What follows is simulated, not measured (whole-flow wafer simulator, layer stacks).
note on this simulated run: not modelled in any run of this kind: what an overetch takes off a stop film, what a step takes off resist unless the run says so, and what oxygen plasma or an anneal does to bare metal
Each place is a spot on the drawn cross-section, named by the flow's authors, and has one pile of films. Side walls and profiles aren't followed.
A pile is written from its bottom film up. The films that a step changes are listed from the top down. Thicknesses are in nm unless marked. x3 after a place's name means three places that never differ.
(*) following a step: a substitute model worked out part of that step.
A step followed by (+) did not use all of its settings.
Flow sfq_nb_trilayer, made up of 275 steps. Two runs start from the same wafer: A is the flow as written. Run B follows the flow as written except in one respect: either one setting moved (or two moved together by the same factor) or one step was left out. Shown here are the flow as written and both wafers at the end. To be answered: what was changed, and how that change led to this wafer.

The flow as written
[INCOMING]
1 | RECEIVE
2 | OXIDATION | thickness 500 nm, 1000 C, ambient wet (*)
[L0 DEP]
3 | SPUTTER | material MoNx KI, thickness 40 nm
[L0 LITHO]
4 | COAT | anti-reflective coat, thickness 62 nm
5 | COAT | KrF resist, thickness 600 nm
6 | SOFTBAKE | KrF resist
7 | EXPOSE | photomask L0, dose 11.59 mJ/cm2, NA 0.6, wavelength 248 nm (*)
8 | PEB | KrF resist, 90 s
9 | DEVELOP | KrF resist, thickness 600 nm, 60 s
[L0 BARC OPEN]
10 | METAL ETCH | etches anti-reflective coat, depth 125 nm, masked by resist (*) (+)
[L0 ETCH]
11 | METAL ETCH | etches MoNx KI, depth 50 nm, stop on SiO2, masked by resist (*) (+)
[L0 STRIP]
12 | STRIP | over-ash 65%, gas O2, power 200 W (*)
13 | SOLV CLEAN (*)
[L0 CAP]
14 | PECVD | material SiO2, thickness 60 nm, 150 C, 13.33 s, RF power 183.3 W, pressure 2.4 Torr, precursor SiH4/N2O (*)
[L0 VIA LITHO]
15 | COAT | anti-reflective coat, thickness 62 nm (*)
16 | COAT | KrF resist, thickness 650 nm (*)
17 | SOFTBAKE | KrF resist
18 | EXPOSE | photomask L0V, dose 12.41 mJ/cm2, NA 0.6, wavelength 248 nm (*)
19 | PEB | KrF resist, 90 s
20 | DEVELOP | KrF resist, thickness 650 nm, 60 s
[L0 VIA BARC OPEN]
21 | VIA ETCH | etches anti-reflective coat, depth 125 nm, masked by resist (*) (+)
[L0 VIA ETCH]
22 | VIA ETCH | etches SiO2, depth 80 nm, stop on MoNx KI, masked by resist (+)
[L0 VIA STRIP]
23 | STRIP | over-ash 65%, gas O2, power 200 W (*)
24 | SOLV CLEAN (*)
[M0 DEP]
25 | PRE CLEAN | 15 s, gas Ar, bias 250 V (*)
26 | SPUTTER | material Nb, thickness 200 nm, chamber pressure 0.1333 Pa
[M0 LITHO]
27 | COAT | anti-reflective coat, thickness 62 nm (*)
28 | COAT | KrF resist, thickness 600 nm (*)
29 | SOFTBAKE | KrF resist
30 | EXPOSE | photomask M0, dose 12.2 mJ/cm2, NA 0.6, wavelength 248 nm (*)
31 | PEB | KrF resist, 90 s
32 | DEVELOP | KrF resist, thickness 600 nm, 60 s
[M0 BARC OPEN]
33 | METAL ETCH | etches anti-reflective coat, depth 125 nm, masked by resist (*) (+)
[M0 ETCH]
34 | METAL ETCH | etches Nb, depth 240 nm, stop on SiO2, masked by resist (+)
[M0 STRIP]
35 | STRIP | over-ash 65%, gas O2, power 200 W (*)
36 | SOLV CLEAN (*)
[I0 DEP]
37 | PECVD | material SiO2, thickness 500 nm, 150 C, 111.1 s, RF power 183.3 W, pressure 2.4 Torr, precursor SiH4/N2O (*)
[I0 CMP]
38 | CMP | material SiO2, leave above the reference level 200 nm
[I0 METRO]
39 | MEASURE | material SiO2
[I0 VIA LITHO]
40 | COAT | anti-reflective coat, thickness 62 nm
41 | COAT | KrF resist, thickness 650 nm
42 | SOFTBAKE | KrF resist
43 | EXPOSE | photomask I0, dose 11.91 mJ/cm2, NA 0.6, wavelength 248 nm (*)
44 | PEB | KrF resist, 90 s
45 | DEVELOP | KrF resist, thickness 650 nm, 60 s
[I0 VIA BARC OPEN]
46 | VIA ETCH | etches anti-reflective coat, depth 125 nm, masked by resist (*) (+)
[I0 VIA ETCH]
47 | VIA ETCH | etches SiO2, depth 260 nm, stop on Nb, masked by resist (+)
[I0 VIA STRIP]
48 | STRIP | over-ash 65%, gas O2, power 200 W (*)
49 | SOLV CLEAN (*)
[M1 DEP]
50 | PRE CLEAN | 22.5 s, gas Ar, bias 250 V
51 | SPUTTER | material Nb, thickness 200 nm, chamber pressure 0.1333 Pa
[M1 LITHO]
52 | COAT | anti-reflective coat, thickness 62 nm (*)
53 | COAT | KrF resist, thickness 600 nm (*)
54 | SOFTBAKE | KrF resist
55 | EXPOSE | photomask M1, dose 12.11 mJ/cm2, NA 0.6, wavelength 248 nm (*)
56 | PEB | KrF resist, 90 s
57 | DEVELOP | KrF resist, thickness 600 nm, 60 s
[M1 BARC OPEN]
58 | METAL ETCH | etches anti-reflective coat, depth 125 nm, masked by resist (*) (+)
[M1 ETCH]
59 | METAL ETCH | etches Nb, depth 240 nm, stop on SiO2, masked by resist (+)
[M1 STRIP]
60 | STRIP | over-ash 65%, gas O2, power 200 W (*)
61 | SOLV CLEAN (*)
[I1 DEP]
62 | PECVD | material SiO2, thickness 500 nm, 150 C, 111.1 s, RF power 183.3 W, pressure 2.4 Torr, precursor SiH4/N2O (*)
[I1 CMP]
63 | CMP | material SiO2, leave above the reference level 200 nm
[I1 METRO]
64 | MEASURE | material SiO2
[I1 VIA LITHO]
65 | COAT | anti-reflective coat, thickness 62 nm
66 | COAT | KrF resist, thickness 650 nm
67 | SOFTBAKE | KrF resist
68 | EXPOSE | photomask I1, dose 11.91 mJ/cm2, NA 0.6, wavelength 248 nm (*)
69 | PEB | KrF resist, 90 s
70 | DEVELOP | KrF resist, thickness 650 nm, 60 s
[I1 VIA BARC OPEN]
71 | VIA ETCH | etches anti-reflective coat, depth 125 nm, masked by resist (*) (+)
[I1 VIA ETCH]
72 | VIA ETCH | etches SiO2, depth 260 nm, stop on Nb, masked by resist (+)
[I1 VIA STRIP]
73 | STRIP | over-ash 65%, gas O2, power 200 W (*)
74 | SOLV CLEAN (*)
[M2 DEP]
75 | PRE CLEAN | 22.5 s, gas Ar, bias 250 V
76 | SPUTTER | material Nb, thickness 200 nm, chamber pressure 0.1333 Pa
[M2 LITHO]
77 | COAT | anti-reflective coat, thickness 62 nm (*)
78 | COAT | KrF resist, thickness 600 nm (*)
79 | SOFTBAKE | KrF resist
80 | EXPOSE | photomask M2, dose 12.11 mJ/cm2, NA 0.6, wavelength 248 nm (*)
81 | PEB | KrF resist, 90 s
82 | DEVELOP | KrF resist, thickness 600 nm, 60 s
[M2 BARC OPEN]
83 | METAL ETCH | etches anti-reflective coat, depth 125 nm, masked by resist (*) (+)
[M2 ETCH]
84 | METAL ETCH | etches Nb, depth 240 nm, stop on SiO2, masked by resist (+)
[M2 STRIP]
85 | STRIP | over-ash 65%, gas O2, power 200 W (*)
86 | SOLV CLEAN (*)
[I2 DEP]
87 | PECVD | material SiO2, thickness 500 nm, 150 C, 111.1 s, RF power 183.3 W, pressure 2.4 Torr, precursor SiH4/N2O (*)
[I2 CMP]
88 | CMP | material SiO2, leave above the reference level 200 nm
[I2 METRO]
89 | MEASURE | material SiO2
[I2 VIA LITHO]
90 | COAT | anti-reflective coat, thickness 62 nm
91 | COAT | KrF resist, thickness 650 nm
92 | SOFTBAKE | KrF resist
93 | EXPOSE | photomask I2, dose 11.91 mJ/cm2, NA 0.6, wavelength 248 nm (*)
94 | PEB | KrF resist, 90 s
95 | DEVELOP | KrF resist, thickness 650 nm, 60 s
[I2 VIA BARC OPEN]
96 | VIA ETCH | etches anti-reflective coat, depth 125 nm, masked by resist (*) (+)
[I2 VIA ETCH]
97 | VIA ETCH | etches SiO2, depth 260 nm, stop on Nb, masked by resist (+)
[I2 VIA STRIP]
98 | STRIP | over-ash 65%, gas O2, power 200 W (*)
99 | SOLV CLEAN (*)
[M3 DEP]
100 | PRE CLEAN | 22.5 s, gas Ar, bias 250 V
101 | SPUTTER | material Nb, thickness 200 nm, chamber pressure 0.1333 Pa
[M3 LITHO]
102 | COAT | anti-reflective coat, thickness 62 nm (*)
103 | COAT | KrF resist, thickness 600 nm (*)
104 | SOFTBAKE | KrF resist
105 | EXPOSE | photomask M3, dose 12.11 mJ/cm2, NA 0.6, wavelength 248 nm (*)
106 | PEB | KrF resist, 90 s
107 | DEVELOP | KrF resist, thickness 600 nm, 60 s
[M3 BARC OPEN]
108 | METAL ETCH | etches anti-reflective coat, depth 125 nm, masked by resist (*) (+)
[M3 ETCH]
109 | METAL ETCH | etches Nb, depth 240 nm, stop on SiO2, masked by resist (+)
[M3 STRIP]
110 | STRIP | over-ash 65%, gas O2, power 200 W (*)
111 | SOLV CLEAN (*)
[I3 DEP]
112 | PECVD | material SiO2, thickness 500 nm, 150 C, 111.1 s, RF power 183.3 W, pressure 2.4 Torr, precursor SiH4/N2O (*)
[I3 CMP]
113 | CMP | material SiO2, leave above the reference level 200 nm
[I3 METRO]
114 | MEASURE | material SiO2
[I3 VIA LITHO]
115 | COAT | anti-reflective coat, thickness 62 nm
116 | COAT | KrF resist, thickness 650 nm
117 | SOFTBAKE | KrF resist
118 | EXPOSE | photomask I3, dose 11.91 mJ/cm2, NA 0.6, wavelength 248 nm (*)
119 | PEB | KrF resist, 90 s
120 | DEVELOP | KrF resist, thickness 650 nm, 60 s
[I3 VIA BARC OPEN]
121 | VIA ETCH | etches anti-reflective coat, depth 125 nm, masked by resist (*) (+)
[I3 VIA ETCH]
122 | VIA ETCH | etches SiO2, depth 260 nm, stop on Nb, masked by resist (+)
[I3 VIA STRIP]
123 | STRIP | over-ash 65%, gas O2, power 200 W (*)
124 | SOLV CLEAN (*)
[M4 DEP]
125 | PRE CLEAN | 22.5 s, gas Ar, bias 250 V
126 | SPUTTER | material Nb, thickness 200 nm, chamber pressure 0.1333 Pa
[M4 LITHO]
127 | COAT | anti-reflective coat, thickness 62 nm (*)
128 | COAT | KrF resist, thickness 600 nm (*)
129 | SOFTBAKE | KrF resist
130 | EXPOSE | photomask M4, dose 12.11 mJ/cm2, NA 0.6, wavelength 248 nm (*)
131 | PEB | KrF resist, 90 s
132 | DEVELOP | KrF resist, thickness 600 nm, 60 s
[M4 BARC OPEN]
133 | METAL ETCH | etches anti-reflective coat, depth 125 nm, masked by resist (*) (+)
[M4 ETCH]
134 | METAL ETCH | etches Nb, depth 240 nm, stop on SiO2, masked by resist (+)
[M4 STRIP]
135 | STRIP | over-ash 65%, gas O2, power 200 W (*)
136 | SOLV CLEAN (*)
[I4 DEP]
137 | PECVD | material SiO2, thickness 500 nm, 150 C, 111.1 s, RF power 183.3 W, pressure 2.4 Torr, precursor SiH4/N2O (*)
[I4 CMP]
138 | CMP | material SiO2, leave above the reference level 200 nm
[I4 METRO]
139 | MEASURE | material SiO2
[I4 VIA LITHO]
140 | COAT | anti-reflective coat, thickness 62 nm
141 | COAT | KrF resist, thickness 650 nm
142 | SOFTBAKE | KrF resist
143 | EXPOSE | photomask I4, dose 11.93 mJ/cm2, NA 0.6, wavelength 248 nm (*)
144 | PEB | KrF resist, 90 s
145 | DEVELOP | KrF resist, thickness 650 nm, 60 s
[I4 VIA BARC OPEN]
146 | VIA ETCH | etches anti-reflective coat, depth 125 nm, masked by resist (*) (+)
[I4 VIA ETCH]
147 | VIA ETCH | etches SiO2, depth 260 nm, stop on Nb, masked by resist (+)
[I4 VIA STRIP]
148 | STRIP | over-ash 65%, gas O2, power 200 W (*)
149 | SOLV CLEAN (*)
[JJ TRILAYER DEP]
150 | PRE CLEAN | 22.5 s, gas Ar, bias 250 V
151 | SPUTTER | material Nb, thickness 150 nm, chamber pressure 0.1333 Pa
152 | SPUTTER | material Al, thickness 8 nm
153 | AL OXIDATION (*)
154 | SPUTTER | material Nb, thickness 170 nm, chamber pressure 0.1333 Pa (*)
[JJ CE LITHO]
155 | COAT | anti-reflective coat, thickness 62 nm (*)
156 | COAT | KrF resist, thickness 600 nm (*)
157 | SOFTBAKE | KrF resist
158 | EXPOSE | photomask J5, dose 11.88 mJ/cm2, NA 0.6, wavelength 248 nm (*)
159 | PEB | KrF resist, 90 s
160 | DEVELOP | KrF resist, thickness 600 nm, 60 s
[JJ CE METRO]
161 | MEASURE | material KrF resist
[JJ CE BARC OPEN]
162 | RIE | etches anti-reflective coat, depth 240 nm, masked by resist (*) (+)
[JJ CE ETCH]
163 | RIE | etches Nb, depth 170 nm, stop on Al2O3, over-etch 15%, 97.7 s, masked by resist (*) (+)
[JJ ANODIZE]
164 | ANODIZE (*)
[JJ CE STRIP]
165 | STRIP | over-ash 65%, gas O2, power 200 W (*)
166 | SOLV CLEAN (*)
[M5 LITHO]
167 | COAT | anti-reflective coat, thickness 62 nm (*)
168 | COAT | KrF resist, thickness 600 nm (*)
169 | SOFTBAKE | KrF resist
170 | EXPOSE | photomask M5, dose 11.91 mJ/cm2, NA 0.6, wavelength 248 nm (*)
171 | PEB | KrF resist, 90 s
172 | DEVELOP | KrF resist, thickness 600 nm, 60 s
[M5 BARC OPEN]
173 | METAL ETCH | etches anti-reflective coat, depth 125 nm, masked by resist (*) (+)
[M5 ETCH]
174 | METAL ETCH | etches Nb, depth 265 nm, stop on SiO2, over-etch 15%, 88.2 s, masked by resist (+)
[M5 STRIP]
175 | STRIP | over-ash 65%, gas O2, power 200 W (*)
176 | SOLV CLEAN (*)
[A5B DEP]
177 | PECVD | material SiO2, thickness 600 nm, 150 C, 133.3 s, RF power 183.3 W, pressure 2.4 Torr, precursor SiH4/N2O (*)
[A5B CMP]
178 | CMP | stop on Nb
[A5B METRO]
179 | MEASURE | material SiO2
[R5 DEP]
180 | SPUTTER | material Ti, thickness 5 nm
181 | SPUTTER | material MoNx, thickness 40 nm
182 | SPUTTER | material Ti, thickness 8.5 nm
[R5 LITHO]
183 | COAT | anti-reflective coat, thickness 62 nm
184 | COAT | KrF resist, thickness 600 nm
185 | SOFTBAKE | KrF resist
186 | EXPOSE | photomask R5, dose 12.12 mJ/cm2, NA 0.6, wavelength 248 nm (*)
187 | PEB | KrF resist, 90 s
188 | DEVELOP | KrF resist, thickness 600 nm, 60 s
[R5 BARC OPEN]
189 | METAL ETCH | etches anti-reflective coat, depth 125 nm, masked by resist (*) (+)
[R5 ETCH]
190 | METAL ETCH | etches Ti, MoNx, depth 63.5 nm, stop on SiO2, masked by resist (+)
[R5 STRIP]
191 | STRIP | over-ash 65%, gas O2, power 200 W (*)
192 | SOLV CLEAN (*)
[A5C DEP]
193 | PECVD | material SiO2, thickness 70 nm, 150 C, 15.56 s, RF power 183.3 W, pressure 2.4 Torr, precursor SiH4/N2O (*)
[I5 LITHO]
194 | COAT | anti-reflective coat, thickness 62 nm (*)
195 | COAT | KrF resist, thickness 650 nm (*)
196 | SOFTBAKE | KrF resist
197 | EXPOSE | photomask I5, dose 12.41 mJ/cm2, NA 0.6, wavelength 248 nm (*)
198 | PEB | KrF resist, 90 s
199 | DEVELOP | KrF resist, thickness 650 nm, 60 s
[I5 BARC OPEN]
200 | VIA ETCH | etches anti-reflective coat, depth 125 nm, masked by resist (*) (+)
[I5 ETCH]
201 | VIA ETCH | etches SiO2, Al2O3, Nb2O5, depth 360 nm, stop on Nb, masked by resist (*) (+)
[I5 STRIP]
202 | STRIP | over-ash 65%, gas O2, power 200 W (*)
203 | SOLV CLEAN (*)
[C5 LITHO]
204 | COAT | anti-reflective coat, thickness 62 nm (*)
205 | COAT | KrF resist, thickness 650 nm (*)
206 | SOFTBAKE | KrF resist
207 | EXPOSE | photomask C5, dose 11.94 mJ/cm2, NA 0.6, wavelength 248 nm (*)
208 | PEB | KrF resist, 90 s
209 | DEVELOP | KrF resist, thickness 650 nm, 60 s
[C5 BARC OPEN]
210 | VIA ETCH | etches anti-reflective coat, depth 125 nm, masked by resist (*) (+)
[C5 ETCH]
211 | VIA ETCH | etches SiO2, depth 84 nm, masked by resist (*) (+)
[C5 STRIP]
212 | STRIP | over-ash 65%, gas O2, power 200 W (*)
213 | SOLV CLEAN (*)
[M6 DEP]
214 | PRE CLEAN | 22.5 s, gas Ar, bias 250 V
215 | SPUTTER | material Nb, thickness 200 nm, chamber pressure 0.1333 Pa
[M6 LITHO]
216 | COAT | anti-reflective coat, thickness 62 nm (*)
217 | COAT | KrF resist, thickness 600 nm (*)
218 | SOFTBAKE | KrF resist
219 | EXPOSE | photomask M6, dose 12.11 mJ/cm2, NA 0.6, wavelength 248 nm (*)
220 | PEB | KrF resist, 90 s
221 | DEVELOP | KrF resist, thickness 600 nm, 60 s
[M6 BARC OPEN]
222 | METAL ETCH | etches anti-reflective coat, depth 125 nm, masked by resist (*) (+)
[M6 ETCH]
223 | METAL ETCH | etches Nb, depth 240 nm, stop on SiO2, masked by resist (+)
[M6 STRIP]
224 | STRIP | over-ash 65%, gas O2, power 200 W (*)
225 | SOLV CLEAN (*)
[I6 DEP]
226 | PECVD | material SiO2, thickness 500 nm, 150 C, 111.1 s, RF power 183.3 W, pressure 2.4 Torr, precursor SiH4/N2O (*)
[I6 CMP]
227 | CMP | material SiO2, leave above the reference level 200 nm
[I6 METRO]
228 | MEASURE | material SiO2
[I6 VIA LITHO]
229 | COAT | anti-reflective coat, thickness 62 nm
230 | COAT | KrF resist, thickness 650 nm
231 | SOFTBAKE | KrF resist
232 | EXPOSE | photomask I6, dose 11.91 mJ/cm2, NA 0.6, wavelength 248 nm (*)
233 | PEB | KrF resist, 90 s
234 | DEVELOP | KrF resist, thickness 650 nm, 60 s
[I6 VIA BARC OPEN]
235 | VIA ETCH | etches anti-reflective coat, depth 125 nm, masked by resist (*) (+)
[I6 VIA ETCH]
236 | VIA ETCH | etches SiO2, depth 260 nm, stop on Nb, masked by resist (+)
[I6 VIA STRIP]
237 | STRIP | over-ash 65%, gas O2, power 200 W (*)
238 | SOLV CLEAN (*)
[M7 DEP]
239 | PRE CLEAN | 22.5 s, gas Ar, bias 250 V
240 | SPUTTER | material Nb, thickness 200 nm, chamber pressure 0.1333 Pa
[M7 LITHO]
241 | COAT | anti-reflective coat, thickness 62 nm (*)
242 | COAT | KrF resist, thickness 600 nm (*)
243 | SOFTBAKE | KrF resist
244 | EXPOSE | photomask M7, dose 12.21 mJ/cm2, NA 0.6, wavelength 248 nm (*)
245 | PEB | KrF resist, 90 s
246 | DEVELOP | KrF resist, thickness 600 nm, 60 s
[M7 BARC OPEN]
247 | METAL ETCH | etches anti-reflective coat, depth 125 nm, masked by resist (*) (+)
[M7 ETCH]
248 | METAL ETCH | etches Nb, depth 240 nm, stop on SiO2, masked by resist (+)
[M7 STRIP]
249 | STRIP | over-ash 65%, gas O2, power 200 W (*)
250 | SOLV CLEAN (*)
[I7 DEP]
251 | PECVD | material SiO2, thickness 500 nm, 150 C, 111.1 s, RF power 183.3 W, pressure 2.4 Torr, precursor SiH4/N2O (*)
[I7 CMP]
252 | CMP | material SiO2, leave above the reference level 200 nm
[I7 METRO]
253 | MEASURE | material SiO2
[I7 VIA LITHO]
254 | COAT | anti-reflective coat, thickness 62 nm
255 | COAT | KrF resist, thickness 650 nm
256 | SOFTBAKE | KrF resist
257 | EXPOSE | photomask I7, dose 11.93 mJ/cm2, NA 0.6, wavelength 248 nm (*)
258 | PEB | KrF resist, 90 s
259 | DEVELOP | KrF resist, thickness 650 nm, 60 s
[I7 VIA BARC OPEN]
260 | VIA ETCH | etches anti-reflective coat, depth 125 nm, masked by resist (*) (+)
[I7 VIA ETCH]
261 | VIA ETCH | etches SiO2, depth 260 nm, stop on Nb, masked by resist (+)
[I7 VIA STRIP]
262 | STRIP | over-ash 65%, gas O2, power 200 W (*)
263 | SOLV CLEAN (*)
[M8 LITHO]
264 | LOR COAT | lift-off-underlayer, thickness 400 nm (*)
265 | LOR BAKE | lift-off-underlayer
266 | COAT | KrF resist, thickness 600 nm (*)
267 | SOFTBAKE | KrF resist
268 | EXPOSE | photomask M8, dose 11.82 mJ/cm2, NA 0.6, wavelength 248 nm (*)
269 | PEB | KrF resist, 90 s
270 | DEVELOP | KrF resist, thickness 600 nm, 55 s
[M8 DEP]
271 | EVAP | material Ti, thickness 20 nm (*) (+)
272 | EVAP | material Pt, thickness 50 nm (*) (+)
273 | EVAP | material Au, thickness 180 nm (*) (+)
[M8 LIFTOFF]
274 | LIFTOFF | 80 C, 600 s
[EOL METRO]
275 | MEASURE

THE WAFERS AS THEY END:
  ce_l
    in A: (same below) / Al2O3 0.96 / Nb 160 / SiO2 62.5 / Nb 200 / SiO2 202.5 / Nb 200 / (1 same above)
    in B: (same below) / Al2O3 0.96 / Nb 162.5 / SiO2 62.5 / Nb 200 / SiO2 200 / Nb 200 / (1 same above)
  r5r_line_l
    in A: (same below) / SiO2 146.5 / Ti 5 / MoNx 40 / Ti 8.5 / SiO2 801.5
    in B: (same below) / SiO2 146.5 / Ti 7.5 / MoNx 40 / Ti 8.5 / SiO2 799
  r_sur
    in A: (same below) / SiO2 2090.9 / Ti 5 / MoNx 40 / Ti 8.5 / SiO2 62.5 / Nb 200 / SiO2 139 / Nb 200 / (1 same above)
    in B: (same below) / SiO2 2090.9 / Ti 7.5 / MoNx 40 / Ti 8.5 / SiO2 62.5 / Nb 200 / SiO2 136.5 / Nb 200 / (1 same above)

The reason: step 180, SPUTTER: thickness 7.5 nm was run, whereas the flow has thickness 5 nm.
One can read it off the wafer: r5r_line_l has Ti 7.5, and step 180 as written asks for 5 nm.

How this came from the change, step by step:
  180 | SPUTTER | material Ti, thickness 5 nm
      field_l, v_sur, via_wl and 103 more: A Ti gains 5 (new film) | B Ti gains 7.5 (new film)
  190 | METAL ETCH | etches Ti, MoNx, depth 63.5 nm, stop on SiO2, masked by resist (+)
      field_l, v_sur, via_wl and 92 more: A Ti loses 8.5 (all of it), MoNx loses 40 (all of it), Ti loses 5 (all of it) | B Ti loses 8.5 (all of it), MoNx loses 40 (all of it), Ti loses 7.5 (all of it)
      ce_l, c5j, ce_r, wl_jj: A Ti loses 8.5 (all of it), MoNx loses 40 (all of it), Ti loses 5 (all of it), Nb loses 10 | B Ti loses 8.5 (all of it), MoNx loses 40 (all of it), Ti loses 7.5 (all of it), Nb loses 7.5
  216 | COAT | anti-reflective coat, thickness 62 nm (*)
      ce_r: A anti-reflective coat gains 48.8 (new film) | B anti-reflective coat gains 47.8 (new film)
  224 | STRIP | over-ash 65%, gas O2, power 200 W (*)
      ce_r: A KrF resist loses 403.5 (all of it), anti-reflective coat loses 48.8 (all of it) | B KrF resist loses 403 (all of it), anti-reflective coat loses 47.8 (all of it)
